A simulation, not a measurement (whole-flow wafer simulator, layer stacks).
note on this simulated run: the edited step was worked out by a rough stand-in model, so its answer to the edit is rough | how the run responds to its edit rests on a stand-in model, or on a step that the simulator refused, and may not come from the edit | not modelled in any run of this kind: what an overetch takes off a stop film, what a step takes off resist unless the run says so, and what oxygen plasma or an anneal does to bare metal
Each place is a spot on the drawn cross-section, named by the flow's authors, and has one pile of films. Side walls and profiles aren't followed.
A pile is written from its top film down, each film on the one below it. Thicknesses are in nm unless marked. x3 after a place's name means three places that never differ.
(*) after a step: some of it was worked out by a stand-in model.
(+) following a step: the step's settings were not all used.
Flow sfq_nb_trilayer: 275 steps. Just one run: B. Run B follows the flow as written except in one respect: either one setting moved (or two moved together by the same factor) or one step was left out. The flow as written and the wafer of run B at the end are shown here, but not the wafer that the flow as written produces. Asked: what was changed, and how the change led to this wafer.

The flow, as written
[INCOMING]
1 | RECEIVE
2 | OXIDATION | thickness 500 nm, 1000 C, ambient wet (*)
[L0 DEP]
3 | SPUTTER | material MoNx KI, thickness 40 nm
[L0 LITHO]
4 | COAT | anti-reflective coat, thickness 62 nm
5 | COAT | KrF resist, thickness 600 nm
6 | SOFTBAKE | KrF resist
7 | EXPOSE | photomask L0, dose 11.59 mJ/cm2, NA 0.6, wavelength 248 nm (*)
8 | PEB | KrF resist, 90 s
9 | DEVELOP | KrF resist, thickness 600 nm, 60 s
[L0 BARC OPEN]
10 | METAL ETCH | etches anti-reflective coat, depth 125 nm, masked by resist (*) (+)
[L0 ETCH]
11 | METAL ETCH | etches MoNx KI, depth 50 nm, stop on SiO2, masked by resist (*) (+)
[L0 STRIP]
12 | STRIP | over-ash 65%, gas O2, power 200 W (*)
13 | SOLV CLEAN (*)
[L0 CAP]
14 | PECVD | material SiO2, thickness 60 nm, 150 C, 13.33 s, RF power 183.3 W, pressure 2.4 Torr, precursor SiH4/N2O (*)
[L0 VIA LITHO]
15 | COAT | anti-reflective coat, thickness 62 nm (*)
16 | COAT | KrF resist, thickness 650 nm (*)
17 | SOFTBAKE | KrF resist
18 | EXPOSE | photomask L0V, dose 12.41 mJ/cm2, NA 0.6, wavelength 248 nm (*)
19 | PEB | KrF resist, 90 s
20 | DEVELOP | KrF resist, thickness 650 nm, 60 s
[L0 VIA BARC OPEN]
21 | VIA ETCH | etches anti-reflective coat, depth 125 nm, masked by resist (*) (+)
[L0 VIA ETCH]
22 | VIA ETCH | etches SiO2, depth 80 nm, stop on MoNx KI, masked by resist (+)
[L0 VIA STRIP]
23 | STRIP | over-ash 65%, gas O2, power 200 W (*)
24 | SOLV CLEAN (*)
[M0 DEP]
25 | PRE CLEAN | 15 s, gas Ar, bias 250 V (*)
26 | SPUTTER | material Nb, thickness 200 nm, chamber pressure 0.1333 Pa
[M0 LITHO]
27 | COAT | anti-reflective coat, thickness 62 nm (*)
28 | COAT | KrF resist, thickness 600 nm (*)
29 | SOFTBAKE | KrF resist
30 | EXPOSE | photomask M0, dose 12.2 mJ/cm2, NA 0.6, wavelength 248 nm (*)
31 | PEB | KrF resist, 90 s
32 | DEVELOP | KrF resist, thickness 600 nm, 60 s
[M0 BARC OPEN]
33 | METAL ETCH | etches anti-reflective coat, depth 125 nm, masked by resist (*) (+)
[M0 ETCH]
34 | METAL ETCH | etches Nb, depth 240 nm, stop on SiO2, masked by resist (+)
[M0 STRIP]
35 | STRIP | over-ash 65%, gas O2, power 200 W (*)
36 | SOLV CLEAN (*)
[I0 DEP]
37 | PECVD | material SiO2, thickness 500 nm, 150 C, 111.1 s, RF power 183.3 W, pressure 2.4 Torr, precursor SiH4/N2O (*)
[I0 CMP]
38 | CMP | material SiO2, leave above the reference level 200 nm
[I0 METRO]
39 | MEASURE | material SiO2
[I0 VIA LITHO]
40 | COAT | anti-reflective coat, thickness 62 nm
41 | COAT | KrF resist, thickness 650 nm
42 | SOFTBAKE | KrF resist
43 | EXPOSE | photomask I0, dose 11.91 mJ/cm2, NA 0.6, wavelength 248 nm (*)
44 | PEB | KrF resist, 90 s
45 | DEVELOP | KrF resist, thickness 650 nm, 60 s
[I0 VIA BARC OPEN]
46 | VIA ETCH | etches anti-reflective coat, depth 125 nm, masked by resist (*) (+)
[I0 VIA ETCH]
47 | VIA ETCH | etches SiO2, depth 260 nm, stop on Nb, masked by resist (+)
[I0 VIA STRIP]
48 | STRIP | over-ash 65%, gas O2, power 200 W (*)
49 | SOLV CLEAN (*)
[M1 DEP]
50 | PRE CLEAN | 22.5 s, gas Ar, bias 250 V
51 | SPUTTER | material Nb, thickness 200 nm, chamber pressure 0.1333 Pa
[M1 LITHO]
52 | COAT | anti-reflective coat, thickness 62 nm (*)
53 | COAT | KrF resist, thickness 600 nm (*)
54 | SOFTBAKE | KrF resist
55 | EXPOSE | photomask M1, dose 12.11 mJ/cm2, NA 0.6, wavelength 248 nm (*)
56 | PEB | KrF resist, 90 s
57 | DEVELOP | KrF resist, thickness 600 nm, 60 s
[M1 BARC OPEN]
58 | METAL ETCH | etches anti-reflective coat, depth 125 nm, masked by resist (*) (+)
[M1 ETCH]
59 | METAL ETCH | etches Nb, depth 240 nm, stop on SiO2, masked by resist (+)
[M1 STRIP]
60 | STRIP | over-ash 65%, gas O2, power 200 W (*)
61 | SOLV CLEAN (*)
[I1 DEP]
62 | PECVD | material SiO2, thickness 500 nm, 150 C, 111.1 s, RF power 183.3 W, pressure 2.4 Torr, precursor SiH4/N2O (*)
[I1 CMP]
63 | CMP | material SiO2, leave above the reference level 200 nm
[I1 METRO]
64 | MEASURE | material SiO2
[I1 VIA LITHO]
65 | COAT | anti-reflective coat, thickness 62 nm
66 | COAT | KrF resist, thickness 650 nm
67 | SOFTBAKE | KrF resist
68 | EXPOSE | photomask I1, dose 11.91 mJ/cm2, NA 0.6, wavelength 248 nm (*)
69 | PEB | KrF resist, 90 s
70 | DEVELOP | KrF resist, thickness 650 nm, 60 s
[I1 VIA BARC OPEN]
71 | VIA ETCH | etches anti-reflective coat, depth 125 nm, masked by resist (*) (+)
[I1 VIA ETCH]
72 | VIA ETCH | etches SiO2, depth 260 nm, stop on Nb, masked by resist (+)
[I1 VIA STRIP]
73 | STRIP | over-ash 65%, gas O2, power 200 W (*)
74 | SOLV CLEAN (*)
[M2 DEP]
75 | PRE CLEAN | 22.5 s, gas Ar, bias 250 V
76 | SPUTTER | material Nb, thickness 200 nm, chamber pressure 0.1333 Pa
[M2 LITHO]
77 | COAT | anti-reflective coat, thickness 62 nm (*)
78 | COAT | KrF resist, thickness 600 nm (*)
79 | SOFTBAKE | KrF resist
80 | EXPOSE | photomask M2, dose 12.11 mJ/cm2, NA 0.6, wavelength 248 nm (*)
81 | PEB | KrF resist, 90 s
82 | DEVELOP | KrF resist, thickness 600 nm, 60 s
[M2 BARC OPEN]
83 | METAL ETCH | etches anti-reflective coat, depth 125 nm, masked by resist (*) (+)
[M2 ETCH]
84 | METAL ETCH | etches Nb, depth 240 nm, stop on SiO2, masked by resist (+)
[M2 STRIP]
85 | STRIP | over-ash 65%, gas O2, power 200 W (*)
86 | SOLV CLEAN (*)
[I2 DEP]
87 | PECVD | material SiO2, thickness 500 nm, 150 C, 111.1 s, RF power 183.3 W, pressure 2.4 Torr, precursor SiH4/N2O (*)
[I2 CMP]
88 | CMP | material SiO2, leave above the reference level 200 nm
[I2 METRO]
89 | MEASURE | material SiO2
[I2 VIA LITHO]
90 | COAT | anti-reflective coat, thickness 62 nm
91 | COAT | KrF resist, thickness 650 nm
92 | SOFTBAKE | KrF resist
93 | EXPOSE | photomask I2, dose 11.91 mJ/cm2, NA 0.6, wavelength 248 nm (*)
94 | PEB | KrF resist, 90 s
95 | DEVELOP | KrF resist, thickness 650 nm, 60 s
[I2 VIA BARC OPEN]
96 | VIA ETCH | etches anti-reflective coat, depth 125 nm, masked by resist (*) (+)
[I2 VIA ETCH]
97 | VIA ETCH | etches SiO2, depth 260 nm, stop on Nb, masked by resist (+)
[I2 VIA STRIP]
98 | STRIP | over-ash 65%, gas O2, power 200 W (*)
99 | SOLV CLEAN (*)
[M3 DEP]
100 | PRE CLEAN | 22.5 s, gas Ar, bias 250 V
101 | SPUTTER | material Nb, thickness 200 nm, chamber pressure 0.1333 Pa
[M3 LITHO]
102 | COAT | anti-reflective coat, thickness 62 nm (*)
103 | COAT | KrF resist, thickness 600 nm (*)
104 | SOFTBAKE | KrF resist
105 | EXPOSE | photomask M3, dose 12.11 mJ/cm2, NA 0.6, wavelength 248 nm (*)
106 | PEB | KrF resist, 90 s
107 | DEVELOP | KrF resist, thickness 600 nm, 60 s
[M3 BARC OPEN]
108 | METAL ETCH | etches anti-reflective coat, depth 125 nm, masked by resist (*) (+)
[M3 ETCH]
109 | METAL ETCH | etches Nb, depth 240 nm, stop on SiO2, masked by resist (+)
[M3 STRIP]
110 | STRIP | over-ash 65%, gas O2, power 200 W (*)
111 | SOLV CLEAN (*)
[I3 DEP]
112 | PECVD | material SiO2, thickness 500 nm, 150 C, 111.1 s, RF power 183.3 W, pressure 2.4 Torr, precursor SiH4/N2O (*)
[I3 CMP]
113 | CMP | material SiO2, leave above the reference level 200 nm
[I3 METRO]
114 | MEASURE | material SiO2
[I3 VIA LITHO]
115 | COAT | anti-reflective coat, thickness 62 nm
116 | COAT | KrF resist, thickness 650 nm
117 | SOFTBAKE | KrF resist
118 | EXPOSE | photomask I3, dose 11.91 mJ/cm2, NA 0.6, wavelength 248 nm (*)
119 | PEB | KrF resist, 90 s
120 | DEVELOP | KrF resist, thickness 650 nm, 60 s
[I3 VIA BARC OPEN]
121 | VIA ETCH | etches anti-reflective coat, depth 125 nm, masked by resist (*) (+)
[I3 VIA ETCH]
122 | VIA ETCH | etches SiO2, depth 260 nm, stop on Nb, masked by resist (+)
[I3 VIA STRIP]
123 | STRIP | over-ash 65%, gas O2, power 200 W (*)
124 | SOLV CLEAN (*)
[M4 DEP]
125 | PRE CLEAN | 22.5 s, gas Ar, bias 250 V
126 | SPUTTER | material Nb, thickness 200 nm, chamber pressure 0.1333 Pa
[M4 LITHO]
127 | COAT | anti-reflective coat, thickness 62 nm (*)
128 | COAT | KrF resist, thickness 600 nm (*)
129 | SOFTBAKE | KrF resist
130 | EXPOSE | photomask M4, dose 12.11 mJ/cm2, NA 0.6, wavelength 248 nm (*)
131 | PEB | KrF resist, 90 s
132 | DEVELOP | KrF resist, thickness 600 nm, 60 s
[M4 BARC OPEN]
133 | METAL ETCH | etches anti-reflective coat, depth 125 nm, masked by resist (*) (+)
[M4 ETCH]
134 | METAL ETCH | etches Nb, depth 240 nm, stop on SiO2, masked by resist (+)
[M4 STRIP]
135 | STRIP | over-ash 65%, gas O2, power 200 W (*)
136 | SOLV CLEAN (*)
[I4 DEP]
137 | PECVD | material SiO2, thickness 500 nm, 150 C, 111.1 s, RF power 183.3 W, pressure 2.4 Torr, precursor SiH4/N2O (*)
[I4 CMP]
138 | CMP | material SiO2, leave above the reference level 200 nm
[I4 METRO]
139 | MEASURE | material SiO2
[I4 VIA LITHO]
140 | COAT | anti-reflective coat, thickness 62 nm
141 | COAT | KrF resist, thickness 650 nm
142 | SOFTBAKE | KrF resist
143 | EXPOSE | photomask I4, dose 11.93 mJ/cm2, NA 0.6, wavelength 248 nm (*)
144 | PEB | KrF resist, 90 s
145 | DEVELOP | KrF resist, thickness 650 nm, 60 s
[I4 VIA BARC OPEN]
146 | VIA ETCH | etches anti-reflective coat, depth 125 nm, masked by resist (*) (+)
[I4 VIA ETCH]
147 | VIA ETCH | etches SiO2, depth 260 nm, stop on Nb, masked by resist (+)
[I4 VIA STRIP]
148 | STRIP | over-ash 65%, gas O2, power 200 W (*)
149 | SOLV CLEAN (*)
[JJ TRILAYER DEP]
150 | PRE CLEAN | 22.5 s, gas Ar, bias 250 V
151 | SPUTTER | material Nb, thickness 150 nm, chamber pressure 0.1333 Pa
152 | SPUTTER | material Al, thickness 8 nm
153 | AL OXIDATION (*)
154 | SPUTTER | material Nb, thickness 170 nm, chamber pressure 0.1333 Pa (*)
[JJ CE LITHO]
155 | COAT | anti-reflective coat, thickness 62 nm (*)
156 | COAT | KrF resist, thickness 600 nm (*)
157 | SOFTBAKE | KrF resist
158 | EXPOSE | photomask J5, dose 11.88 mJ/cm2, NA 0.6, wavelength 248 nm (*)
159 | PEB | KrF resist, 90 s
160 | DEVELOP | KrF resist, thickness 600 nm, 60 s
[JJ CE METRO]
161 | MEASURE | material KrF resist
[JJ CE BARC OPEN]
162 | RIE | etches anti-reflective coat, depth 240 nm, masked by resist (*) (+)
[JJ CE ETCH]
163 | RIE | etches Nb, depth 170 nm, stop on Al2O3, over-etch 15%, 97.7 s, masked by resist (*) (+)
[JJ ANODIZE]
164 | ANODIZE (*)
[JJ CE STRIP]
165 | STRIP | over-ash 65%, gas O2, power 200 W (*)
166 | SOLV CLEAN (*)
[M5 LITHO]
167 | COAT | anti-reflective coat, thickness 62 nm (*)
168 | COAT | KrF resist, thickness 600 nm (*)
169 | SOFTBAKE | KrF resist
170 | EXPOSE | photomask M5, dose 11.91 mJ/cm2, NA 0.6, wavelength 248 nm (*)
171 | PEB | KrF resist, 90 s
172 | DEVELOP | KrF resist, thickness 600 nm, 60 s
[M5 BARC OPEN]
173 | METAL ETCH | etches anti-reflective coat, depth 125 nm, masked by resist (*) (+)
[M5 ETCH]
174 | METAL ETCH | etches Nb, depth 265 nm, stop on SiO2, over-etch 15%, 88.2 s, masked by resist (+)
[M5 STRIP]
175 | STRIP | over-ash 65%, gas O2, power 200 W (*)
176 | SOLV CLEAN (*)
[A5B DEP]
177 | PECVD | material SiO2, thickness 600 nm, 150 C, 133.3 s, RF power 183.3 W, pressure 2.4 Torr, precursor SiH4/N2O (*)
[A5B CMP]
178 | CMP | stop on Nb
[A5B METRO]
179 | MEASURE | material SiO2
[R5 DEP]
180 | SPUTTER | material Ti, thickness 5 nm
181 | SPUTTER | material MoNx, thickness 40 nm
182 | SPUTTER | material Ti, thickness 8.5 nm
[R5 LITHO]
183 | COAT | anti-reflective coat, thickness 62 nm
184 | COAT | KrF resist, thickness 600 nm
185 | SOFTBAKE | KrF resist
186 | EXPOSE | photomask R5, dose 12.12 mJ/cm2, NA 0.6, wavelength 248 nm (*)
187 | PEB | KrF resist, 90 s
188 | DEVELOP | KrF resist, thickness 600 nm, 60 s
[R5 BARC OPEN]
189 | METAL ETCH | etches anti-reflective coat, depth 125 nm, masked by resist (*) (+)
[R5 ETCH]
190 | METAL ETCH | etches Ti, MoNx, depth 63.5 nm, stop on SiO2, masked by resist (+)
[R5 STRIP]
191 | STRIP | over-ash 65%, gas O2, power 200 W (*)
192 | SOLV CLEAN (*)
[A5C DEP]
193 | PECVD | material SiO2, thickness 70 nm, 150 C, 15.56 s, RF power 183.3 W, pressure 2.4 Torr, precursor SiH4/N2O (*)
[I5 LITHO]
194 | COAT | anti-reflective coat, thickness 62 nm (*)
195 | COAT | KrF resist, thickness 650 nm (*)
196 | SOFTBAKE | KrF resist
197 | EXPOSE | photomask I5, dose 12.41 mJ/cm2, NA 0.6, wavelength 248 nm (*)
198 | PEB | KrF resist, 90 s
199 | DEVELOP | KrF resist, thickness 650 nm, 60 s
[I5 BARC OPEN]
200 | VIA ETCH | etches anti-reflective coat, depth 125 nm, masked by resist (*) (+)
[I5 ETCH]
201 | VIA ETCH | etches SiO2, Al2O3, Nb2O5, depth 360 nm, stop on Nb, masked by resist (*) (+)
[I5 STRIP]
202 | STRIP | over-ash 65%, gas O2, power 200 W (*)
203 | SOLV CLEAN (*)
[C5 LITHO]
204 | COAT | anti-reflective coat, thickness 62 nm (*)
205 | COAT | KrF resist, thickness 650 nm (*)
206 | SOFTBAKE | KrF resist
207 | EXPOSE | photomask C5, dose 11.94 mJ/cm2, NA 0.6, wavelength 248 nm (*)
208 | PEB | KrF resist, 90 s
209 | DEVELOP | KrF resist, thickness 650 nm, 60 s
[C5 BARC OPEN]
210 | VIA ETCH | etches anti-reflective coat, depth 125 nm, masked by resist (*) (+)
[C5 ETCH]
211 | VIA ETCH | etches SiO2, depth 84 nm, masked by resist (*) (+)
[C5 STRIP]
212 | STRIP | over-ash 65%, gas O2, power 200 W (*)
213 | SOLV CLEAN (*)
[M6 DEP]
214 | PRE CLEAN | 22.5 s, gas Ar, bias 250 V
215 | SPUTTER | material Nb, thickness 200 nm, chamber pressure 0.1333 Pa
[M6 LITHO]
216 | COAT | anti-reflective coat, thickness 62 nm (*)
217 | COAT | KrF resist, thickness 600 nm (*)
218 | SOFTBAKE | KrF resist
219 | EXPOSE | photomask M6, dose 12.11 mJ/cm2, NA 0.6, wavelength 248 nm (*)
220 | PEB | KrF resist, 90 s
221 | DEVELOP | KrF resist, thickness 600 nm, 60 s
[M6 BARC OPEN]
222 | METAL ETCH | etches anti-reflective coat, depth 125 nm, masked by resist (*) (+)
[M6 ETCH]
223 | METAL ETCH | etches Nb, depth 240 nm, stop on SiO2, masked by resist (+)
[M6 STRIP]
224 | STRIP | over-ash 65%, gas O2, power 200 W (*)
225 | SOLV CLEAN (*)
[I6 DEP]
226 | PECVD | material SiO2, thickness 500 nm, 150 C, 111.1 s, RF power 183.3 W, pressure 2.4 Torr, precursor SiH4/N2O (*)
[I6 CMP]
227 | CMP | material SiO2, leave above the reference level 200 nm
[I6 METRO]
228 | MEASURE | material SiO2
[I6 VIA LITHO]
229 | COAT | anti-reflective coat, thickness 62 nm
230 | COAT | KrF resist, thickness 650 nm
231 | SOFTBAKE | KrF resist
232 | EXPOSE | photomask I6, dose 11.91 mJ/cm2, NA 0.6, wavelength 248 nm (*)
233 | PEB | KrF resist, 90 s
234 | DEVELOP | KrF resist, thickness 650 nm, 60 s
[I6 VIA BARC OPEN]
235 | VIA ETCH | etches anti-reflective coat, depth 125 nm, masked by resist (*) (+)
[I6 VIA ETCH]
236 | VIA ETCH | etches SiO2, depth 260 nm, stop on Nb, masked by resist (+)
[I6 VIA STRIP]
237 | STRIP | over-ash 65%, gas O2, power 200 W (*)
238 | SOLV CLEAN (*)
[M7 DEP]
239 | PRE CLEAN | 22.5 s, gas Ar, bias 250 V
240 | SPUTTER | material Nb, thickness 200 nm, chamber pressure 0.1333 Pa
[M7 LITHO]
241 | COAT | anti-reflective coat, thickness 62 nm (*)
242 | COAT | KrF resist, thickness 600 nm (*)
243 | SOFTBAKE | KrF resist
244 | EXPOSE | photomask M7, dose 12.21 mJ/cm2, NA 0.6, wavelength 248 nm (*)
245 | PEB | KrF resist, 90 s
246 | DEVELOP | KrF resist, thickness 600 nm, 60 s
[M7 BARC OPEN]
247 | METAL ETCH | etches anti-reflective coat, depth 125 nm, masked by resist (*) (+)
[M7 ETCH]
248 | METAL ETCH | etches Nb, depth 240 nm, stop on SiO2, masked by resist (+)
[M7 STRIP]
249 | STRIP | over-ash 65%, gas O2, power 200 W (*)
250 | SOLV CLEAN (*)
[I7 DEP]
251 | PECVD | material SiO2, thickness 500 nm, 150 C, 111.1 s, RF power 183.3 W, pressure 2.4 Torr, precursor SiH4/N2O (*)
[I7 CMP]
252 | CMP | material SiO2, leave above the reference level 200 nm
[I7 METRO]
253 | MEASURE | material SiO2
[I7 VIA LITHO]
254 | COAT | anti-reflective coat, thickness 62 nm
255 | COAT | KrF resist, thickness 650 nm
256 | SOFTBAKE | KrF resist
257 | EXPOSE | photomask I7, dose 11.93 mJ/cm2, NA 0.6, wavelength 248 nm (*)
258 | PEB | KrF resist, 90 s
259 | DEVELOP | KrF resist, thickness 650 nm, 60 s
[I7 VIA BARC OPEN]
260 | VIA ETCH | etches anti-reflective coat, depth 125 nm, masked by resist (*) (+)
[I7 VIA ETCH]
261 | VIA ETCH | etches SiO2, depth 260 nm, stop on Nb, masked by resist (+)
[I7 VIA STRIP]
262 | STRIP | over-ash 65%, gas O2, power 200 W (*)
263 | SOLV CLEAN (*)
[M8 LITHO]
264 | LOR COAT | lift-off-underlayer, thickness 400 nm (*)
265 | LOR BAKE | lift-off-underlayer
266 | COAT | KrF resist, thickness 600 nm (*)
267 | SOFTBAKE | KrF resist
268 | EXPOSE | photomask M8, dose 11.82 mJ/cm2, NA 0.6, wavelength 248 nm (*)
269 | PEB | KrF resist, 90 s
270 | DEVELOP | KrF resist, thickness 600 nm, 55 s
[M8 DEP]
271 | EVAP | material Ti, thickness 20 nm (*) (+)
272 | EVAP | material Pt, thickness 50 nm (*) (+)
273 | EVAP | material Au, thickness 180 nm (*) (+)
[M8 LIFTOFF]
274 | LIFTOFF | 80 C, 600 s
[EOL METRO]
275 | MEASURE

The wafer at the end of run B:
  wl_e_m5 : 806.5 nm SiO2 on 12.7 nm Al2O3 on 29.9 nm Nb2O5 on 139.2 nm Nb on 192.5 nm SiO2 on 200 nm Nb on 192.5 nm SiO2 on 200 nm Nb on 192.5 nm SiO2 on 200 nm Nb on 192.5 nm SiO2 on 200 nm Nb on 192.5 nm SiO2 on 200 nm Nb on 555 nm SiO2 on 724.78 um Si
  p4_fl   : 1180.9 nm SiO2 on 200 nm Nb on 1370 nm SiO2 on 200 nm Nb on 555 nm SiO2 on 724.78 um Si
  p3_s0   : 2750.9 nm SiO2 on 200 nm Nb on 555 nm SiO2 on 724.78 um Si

The reason: step 251, PECVD: thickness 205 nm was run, while the flow as written has thickness 500 nm; step 251, PECVD: 45.56 s was run, where the flow has 111.1 s.

Step by step, how the change led to this:
  251 | PECVD | material SiO2, thickness 500 nm, 150 C, 111.1 s, RF power 183.3 W, pressure 2.4 Torr, precursor SiH4/N2O (*)
      field_l, p4_fl, p4_fm and 56 more: +205 SiO2 (as written it would have been: +500 SiO2)
      v_sur, via_wl, via_w and 37 more: +205 SiO2 (new film) (as written it would have been: +500 SiO2 (new film))
      (as well as at 7 more places)
  252 | CMP | material SiO2, leave above the reference level 200 nm
      field_l, p4_fl, p4_fm and 56 more: nothing (as written it would have been: -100 SiO2)
      field_r, lsp_l: nothing (as written it would have been: -77.7 SiO2)
      (as well as at 45 more places)
  254 | COAT | anti-reflective coat, thickness 62 nm
      ce_l, c5j, ce_r, sp_r: +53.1 anti-reflective coat (new film) (as written it would have been: +62 anti-reflective coat (new film))
      l0v, p3_l2, p3_s2, p3_s5: +64.3 anti-reflective coat (new film) (as written it would have been: +62 anti-reflective coat (new film))
      (as well as at 86 more places)
  255 | COAT | KrF resist, thickness 650 nm
      ln_m5, m5r_linepad_l, m5r_linepad_r: +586 KrF resist (new film) (as written it would have been: +650 KrF resist (new film))
      ce_l, sp_r: +613.6 KrF resist (new film) (as written it would have been: +650 KrF resist (new film))
      (as well as at 82 more places)
  259 | DEVELOP | KrF resist, thickness 650 nm, 60 s
      via_wl: -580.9 KrF resist (all of it) (as written it would have been: -648.6 KrF resist (all of it))
      via_w: -591.8 KrF resist (all of it) (as written it would have been: -648.6 KrF resist (all of it))
      (as well as at 1 more place)
  260 | VIA ETCH | etches anti-reflective coat, depth 125 nm, masked by resist (*) (+)
      field_l, v_sur, via_sp and 100 more: -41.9 KrF resist (as written it would have been: -51.7 KrF resist)
      via_wl: -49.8 anti-reflective coat (all of it), -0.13 SiO2 (as written it would have been: -62 anti-reflective coat (all of it), -0.16 SiO2)
      (as well as at 2 more places)
  262 | STRIP | over-ash 65%, gas O2, power 200 W (*)
      c5j, ce_r: -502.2 KrF resist (all of it), -53.1 anti-reflective coat (all of it) (as written it would have been: -528.6 KrF resist (all of it), -62 anti-reflective coat (all of it))
      p3_s3, p3_s4: -544.5 KrF resist (all of it), -64.1 anti-reflective coat (all of it) (as written it would have been: -528.6 KrF resist (all of it), -62 anti-reflective coat (all of it))
      (as well as at 99 more places)
  264 | LOR COAT | lift-off-underlayer, thickness 400 nm (*)
      wl_j_sl, wl_jj: +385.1 lift-off-underlayer (new film) (as written it would have been: +400 lift-off-underlayer (new film))
      wl_a_sl, wl_g_sr: +384.7 lift-off-underlayer (new film) (as written it would have been: +400 lift-off-underlayer (new film))
      (as well as at 87 more places)
  266 | COAT | KrF resist, thickness 600 nm (*)
      m5r_line_l, m5r_line_r, r5r_space_c: +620 KrF resist (new film) (as written it would have been: +600 KrF resist (new film))
      c5j, ce_r: +573.9 KrF resist (new film) (as written it would have been: +597.1 KrF resist (new film))
      (as well as at 59 more places)
  270 | DEVELOP | KrF resist, thickness 600 nm, 55 s
      field_l: -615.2 KrF resist (all of it), -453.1 lift-off-underlayer (all of it) (as written it would have been: -593.7 KrF resist (all of it), -388.2 lift-off-underlayer (all of it))
      v_sur: -586.2 KrF resist (all of it), -295.4 lift-off-underlayer (all of it) (as written it would have been: -607.3 KrF resist (all of it), -369.4 lift-off-underlayer (all of it))
      (as well as at 9 more places)
  274 | LIFTOFF | 80 C, 600 s
      wl_j_sl, wl_jj: -180 Au (all of it), -50 Pt (all of it), -20 Ti (all of it), -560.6 KrF resist (all of it), -385.1 lift-off-underlayer (all of it) (as written it would have been: -180 Au (all of it), -50 Pt (all of it), -20 Ti (all of it), -576.2 KrF resist (all of it), -400 lift-off-underlayer (all of it))
      m0r_line_l, m6r_line_l: -180 Au (all of it), -50 Pt (all of it), -20 Ti (all of it), -595.6 KrF resist (all of it), -438.4 lift-off-underlayer (all of it) (as written it would have been: -180 Au (all of it), -50 Pt (all of it), -20 Ti (all of it), -576.2 KrF resist (all of it), -400 lift-off-underlayer (all of it))
      (as well as at 76 more places)
